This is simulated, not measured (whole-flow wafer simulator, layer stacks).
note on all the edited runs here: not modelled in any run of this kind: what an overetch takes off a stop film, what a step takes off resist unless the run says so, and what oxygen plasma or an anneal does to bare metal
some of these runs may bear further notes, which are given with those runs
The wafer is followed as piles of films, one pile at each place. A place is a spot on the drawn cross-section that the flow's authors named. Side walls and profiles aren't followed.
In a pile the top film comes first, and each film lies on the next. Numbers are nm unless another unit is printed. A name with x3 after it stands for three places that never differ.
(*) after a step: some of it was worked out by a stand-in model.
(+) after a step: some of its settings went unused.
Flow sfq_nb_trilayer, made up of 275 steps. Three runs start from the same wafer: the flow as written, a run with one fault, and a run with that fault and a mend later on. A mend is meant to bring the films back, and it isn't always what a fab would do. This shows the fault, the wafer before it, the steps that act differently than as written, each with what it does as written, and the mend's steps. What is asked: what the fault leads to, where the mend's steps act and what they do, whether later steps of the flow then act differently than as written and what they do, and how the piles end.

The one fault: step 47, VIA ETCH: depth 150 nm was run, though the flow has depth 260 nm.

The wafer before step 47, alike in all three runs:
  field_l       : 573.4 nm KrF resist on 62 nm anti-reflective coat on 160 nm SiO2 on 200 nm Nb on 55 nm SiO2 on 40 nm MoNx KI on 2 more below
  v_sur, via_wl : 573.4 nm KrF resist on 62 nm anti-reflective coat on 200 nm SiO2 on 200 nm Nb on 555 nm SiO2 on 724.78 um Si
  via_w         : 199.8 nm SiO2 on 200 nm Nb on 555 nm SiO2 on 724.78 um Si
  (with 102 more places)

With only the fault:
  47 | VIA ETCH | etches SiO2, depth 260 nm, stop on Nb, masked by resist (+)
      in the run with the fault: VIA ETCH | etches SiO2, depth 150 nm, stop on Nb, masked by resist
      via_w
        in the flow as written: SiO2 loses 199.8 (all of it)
        in the run with the fault: SiO2 loses 150
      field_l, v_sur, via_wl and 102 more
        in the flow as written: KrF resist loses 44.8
        in the run with the fault: KrF resist loses 25.9
  Steps later in the flow that act otherwise than as written (not shown: 3 more steps that differ only slightly, by at most 2% or 0.5 nm, whichever is larger):
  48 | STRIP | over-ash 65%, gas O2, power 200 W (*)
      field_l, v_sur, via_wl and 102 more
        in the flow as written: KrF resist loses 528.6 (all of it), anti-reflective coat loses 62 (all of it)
        in the run with the fault: KrF resist loses 547.6 (all of it), anti-reflective coat loses 62 (all of it)
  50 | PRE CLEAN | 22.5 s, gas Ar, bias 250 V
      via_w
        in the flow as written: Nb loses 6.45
        in the run with the fault: SiO2 loses 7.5
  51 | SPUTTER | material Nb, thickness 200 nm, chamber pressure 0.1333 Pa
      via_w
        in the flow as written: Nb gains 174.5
        in the run with the fault: Nb gains 184.4 (new film)
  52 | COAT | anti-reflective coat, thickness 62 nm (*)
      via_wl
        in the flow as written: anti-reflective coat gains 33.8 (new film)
        in the run with the fault: anti-reflective coat gains 35.9 (new film)
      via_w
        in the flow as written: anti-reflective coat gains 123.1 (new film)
        in the run with the fault: anti-reflective coat gains 111.5 (new film)
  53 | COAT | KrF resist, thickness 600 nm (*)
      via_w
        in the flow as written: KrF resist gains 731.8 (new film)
        in the run with the fault: KrF resist gains 692.2 (new film)
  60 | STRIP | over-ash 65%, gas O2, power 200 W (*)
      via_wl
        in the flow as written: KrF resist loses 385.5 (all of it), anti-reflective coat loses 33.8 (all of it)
        in the run with the fault: KrF resist loses 389.3 (all of it), anti-reflective coat loses 35.9 (all of it)
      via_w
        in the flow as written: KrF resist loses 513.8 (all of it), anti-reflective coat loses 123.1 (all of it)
        in the run with the fault: KrF resist loses 474.4 (all of it), anti-reflective coat loses 111.5 (all of it)
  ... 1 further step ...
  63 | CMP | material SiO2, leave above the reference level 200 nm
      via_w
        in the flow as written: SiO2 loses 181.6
        in the run with the fault: SiO2 loses 157.1
  The piles end different from the flow's at via_w by more than 2% or 0.5 nm, whichever is larger.
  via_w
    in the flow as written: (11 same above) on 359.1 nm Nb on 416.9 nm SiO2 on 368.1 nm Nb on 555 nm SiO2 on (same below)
    in the run with the fault: (11 same above) on 359.1 nm Nb on 358.2 nm SiO2 on 184.4 nm Nb on 42.3 nm SiO2 on 200 nm Nb on 555 nm SiO2 on (same below)

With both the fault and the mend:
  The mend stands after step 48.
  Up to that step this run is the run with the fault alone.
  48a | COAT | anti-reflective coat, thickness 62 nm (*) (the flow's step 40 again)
      p4_fl x3, p4_w1 x9, p4_g1 x2 and 63 more
        anti-reflective coat gains 62 (new film)
      ce_l, c5j, ce_r and 9 more
        anti-reflective coat gains 61.8 (new film)
      lsp_m, ln_m6, lsp_r, l0_sur, l0v
        anti-reflective coat gains 61.9 (new film)
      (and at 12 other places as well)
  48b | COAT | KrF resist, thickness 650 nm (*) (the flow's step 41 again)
      p4_fl x3, p4_w1 x9, p4_g1 x2 and 63 more
        KrF resist gains 650 (new film)
      r_end, moat, field_r and 6 more
        KrF resist gains 649.6 (new film)
      be_r, r_sur, res, l0v
        KrF resist gains 649.5 (new film)
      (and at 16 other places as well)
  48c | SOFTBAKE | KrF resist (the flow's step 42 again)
      leaves every film unchanged at each place that is followed
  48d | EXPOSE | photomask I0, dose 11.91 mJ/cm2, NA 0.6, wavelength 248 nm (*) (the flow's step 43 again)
      leaves every film unchanged at each place that is followed
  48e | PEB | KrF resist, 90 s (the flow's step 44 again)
      gap, jj_sur, ce_l and 93 more
        KrF resist loses 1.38
      via_v, wire, be, be_sur
        KrF resist loses 1.37
      field_l, v_sur, via_sp
        KrF resist loses 1.36
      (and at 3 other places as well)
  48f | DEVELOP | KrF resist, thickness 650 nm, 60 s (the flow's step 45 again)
      field_l, v_sur, via_wl and 102 more
        KrF resist loses 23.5
      via_w
        KrF resist loses 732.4 (all of it)
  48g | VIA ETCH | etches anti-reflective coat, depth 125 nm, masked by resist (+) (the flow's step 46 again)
      field_l, v_sur, via_wl and 102 more
        KrF resist loses 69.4
      via_w
        anti-reflective coat loses 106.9 (all of it)
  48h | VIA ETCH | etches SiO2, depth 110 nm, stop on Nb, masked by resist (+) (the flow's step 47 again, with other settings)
      field_l, v_sur, via_wl and 102 more
        KrF resist loses 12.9
      via_w
        SiO2 loses 49.8 (all of it)
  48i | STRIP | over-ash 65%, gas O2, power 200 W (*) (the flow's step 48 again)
      p4_fl x3, p4_w1 x9, p4_g1 x2 and 63 more
        KrF resist loses 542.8 (all of it), anti-reflective coat loses 62 (all of it)
      be_r, r_sur, res, r_end
        KrF resist loses 542.3 (all of it), anti-reflective coat loses 61.8 (all of it)
      moat, field_r, lsp_l, ln_m5
        KrF resist loses 542.4 (all of it), anti-reflective coat loses 61.8 (all of it)
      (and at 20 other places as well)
  Every later step of the flow that is run acts as written, at every place that is followed, to within 2% or 0.5 nm, whichever is larger.
  At the end the piles are close to the flow's at the places that both follow, differing by at most 2% or 0.5 nm, whichever is larger.
